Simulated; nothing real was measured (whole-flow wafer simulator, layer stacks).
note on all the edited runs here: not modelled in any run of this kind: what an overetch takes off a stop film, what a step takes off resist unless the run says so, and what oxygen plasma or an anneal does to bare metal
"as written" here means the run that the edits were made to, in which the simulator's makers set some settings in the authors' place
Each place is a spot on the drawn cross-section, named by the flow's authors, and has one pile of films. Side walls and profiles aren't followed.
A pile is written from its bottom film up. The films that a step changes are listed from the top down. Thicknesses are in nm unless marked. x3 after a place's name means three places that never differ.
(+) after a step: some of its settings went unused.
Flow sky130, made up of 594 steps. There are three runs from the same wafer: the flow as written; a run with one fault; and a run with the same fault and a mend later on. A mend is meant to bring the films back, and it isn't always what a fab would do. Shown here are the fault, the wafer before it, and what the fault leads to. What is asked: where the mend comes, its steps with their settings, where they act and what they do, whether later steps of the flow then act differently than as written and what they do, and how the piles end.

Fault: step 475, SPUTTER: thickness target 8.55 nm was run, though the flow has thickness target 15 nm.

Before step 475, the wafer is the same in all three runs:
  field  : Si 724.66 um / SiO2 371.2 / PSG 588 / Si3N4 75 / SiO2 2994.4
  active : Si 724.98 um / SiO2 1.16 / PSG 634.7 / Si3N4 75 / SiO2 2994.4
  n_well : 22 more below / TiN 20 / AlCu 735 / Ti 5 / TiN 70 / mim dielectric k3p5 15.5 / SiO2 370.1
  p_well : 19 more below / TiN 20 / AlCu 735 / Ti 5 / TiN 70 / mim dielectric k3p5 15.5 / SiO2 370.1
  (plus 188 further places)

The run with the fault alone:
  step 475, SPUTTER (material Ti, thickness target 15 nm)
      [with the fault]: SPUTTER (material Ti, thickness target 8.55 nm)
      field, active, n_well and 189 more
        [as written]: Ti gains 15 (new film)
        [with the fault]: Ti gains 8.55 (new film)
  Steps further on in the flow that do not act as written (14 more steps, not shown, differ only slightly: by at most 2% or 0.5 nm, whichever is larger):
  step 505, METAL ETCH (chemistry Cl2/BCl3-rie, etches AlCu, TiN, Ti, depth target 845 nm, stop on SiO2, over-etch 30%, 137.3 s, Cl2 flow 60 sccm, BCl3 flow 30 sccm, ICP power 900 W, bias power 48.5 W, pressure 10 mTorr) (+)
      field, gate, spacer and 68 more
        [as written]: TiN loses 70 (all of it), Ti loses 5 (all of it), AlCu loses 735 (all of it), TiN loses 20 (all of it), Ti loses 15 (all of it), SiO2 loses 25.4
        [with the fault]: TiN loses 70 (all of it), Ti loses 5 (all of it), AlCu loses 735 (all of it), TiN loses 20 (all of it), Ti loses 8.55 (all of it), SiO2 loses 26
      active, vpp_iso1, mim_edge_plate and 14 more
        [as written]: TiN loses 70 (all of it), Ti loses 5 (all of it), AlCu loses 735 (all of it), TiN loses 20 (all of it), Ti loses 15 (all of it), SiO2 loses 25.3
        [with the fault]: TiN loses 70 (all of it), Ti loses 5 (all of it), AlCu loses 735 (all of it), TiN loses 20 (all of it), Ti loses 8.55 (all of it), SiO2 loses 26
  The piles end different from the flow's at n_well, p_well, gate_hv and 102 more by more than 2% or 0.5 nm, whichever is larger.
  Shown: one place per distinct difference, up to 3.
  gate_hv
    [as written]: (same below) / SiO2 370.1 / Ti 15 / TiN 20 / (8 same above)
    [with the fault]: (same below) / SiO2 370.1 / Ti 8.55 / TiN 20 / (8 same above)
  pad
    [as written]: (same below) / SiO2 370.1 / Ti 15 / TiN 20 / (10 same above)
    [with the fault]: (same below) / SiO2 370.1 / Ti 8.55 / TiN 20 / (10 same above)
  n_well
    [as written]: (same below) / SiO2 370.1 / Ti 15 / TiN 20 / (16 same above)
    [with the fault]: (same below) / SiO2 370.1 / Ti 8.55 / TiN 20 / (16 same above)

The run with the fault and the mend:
  The mend follows step 475.
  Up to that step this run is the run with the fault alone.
  step 475a, SPUTTER (material Ti, thickness target 6.45 nm) (the flow's step 475, run once more with other settings)
      field, active, n_well and 189 more
        Ti gains 6.45
  Every later step of the flow that is run acts as written at every place that is followed.
  The piles end the same as the flow's at every place that both follow.
